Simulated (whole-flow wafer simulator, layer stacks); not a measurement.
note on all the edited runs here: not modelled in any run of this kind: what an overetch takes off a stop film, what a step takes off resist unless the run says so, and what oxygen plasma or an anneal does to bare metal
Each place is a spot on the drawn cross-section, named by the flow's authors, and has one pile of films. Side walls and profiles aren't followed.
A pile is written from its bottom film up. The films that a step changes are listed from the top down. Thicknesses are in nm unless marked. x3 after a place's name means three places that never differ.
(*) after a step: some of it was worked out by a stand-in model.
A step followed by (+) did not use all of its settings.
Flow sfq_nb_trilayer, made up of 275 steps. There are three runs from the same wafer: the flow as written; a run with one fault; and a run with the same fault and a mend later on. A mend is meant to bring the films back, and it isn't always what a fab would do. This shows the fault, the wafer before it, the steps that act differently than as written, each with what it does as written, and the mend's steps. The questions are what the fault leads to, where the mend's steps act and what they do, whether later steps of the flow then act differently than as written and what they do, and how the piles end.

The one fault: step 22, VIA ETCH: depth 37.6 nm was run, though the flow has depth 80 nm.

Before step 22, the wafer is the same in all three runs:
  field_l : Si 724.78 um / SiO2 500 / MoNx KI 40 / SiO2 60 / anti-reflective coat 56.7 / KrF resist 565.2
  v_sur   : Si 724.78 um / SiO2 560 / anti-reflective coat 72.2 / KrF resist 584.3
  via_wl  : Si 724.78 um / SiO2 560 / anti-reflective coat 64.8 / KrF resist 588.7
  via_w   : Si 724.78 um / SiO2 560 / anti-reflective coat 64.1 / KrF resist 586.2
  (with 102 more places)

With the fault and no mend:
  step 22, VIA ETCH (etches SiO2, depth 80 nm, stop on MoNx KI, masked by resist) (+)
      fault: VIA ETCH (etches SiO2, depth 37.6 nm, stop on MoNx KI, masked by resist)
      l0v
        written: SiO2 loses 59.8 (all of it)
        fault: SiO2 loses 37.6
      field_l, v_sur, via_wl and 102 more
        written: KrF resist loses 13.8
        fault: KrF resist loses 6.48
  Later steps of the flow acting differently than as written (not shown: 3 more steps that differ only slightly, by at most 2% or 0.5 nm, whichever is larger):
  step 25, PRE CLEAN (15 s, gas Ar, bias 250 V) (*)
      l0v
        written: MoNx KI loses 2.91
        fault: SiO2 loses 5
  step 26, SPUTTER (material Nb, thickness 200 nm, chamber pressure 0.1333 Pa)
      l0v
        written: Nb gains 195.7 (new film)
        fault: Nb gains 200 (new film)
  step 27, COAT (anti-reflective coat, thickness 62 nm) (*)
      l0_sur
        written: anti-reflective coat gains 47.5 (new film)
        fault: anti-reflective coat gains 49.7 (new film)
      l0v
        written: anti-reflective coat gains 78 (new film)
        fault: anti-reflective coat gains 71.5 (new film)
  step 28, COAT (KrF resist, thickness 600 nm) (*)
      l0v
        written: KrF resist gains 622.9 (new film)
        fault: KrF resist gains 609.9 (new film)
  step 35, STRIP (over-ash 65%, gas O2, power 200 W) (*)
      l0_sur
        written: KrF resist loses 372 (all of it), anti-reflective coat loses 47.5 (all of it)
        fault: KrF resist loses 373.4 (all of it), anti-reflective coat loses 49.7 (all of it)
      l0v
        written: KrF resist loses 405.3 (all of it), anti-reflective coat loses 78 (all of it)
        fault: KrF resist loses 392.3 (all of it), anti-reflective coat loses 71.5 (all of it)
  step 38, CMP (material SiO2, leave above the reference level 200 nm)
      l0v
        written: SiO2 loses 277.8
        fault: SiO2 loses 302.2
  The piles end different from the flow's at l0v by more than 2% or 0.5 nm, whichever is larger.
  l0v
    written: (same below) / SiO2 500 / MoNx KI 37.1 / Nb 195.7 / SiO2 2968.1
    fault: (same below) / SiO2 500 / MoNx KI 40 / SiO2 17.2 / Nb 200 / SiO2 2943.6

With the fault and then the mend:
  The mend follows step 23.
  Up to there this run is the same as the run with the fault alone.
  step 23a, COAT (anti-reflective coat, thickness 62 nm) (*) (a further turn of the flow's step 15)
      p4_fl x3, p4_w1 x9, p4_g1 x2 and 59 more
        anti-reflective coat gains 62 (new film)
      be, be_sur, gap, jj_sur, r_end, moat, field_r
        anti-reflective coat gains 63.7 (new film)
      ce_l, c5j, ce_r, sp_r, be_r, r_sur, res
        anti-reflective coat gains 63.6 (new film)
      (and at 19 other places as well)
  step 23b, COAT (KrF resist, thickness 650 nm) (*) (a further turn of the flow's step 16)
      p4_fl x3, p4_w1 x9, p4_g1 x2 and 59 more
        KrF resist gains 650 (new film)
      jj_sur, ce_l, c5j, ce_r, sp_r, be_r, r_sur, res
        KrF resist gains 656.8 (new film)
      l0r_line_l, l0r_line_c, l0r_line_r
        KrF resist gains 646 (new film)
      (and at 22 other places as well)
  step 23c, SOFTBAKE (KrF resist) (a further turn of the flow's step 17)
      alters no film at any place that is followed
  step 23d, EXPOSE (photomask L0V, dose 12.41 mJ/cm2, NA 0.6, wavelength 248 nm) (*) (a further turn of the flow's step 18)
      alters no film at any place that is followed
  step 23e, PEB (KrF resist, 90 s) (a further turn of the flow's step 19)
      p4_fl x3, p4_w1 x9, p4_g1 x2 and 59 more
        KrF resist loses 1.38
      via_v, wire, be and 16 more
        KrF resist loses 1.39
      v_sur, via_w, via_wr, via_sp, ln_m6, lsp_r, l0v
        KrF resist loses 1.4
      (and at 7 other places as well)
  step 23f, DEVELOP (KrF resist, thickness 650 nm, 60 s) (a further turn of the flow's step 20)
      field_l, v_sur, via_wl and 102 more
        KrF resist loses 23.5
      l0v
        KrF resist loses 659 (all of it)
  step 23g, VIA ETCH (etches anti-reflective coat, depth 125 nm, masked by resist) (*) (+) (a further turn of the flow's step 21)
      field_l, v_sur, via_wl and 102 more
        KrF resist loses 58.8
      l0v
        anti-reflective coat loses 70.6 (all of it), SiO2 loses 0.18
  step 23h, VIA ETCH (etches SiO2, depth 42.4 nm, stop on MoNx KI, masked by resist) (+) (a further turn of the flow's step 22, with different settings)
      field_l, v_sur, via_wl and 102 more
        KrF resist loses 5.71
      l0v
        SiO2 loses 22.1 (all of it)
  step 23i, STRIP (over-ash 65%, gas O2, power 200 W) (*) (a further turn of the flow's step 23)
      p4_fl x3, p4_w1 x9, p4_g1 x2 and 59 more
        KrF resist loses 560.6 (all of it), anti-reflective coat loses 62 (all of it)
      c5j, ce_r, sp_r, be_r, r_sur
        KrF resist loses 567.3 (all of it), anti-reflective coat loses 63.6 (all of it)
      gap, jj_sur, r_end
        KrF resist loses 567.4 (all of it), anti-reflective coat loses 63.7 (all of it)
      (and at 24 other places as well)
  Later steps of the flow that are run all act as written at every place that is followed.
  At every place that both follow, the piles at the end match the flow's.
